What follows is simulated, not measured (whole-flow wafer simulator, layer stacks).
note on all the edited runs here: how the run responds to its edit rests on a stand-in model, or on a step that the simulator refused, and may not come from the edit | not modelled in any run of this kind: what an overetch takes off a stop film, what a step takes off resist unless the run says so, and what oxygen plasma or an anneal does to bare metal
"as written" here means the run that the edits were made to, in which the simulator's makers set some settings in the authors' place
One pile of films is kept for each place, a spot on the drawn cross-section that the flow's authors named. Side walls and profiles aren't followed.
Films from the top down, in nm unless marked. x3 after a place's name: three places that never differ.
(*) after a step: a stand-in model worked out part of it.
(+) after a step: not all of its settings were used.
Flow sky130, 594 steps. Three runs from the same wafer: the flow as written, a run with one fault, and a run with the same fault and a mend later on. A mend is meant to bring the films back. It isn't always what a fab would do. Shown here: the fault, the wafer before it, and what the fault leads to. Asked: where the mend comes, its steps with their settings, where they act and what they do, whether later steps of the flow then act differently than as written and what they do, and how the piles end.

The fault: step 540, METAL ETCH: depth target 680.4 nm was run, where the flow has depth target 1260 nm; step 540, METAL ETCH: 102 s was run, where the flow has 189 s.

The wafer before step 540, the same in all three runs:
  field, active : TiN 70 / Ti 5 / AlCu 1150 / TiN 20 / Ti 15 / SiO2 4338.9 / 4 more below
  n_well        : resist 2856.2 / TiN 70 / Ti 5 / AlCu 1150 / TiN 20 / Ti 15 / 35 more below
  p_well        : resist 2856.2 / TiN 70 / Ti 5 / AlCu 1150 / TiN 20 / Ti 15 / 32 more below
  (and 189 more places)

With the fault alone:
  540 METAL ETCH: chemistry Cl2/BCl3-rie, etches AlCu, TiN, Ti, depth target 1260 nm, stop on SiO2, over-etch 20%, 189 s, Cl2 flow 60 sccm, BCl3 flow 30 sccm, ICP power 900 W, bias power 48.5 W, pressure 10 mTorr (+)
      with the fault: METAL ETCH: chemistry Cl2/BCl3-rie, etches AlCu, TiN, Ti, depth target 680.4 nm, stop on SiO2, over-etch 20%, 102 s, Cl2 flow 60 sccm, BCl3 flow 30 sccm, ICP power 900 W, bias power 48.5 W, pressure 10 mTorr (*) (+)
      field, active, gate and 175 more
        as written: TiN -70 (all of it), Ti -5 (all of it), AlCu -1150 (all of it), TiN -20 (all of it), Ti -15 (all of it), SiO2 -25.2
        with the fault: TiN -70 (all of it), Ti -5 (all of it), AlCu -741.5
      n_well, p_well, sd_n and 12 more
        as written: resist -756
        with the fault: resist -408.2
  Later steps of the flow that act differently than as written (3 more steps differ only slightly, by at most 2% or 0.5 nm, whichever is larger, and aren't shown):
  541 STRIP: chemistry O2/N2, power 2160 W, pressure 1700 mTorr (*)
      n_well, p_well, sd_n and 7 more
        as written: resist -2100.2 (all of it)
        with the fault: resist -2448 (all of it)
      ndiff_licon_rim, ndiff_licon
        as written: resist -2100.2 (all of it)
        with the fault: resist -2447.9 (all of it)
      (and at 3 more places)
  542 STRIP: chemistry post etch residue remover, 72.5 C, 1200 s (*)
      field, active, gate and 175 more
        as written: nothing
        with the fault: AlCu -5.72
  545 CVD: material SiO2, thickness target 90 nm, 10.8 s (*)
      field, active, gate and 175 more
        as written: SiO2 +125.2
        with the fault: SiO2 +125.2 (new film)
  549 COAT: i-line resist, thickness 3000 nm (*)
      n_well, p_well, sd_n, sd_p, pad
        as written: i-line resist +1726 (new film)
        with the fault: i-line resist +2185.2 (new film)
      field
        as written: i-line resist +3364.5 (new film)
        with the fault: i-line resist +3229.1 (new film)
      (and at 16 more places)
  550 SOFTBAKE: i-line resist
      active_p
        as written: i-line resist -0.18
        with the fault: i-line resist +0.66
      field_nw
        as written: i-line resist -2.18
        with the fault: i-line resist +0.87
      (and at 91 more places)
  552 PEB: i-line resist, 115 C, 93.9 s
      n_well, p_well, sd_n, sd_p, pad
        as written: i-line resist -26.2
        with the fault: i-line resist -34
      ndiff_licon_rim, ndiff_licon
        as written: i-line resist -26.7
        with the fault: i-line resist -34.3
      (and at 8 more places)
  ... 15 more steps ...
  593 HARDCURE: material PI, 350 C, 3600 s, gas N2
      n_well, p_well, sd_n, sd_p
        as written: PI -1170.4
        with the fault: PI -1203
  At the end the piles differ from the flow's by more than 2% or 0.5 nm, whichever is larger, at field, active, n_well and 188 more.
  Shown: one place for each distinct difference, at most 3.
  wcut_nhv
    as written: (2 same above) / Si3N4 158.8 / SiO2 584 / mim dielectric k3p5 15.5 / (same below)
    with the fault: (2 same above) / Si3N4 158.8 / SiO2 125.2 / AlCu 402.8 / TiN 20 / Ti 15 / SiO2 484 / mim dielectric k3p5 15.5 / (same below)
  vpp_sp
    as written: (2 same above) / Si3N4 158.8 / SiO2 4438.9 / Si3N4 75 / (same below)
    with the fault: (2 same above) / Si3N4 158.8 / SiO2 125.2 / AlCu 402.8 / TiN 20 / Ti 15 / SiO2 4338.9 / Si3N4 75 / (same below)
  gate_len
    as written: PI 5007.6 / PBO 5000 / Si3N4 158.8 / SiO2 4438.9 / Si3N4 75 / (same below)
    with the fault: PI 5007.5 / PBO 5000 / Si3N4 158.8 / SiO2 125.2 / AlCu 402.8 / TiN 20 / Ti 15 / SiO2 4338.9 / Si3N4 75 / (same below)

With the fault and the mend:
  The mend comes after step 542.
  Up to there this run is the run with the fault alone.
  542a DEHYDRATE: 200 C, 60 s (the flow's step 532 once more)
      changes no film at any place that is followed
  542b HMDS: 120 C, 60 s (the flow's step 533 once more)
      changes no film at any place that is followed
  542c COAT: resist, thickness 2930 nm (*) (the flow's step 534 once more)
      dice_street, vpp_sp, vpp_ln and 72 more
        resist +2930 (new film)
      gate_p_lvt_sd, active_p_lvt, spacer_p_lvt and 6 more
        resist +2932.3 (new film)
      iso_guard, sd_hvn, gate_p_lvt, gate_p_g5v0, drift_pwde, iso_guard_hv_nw, poly_endcap_nw
        resist +2934 (new film)
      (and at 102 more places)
  542d SOFTBAKE: resist (the flow's step 535 once more)
      gate_p_lvt_sd, spacer_p_lvt, field_nw_hv
        resist -0.48
      active_p_lvt, field_nw, active_p_g5v0
        resist -0.49
      iso_guard_nw, gate_p_g5v0_sd, spacer_p_g5v0
        resist -0.5
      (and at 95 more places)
  542e EXPOSE: photomask MM5, dose 309.9 mJ/cm2, NA 0.6, wavelength 365 nm (*) (the flow's step 536 once more)
      changes no film at any place that is followed
  542f PEB: resist, 70.3 s (the flow's step 537 once more)
      dice_street, vpp_sp, vpp_ln and 91 more
        resist -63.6
      iso_guard, vpp_guard, varactor_hvt and 23 more
        resist -63.8
      gate, gate_hv, sonos_cell and 15 more
        resist -63.9
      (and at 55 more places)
  542g DEVELOP: resist, thickness 2930 nm, developer TMAH-0.26N, 60 s (the flow's step 538 once more)
      vpp_sp, vpp_ln, vpp_iso1 and 71 more
        resist -2866.4 (all of it)
      vpp_tail, gate_p_lvt_sd, active_p_lvt and 8 more
        resist -2868.2 (all of it)
      n_well, p_well, sd_n, sd_p, mim, pad
        resist -0.02
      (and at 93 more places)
  542h DESCUM: chemistry O2, 40 C, 11 s, pressure 10 mTorr (*) (the flow's step 539 once more)
      n_well, p_well, sd_n and 12 more
        resist -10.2
  542i METAL ETCH: chemistry Cl2/BCl3-rie, etches AlCu, TiN, Ti, depth target 579.6 nm, stop on SiO2, over-etch 20%, 86.94 s, Cl2 flow 60 sccm, BCl3 flow 30 sccm, ICP power 900 W, bias power 48.5 W, pressure 10 mTorr (+) (the flow's step 540 once more, with other settings)
      field, active, gate and 175 more
        AlCu -402.8 (all of it), TiN -20 (all of it), Ti -15 (all of it), SiO2 -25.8
      n_well, p_well, sd_n and 12 more
        resist -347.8
  542j STRIP: chemistry O2/N2, power 2160 W, pressure 1700 mTorr (*) (the flow's step 541 once more)
      n_well, p_well, sd_n, sd_p, pad
        resist -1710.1 (all of it)
      ndiff_licon_rim, ndiff_licon
        resist -1721.6 (all of it)
      m1
        resist -1725.4 (all of it)
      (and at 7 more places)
  542k STRIP: chemistry post etch residue remover, 72.5 C, 1200 s (*) (the flow's step 542 once more)
      n_well, p_well, sd_n and 12 more
        TiN -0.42
  No later step of the flow acts differently than as written, at any place that is followed, by more than 2% or 0.5 nm, whichever is larger.
  At the end the piles differ from the flow's only slightly at the places that both follow, by at most 2% or 0.5 nm, whichever is larger.
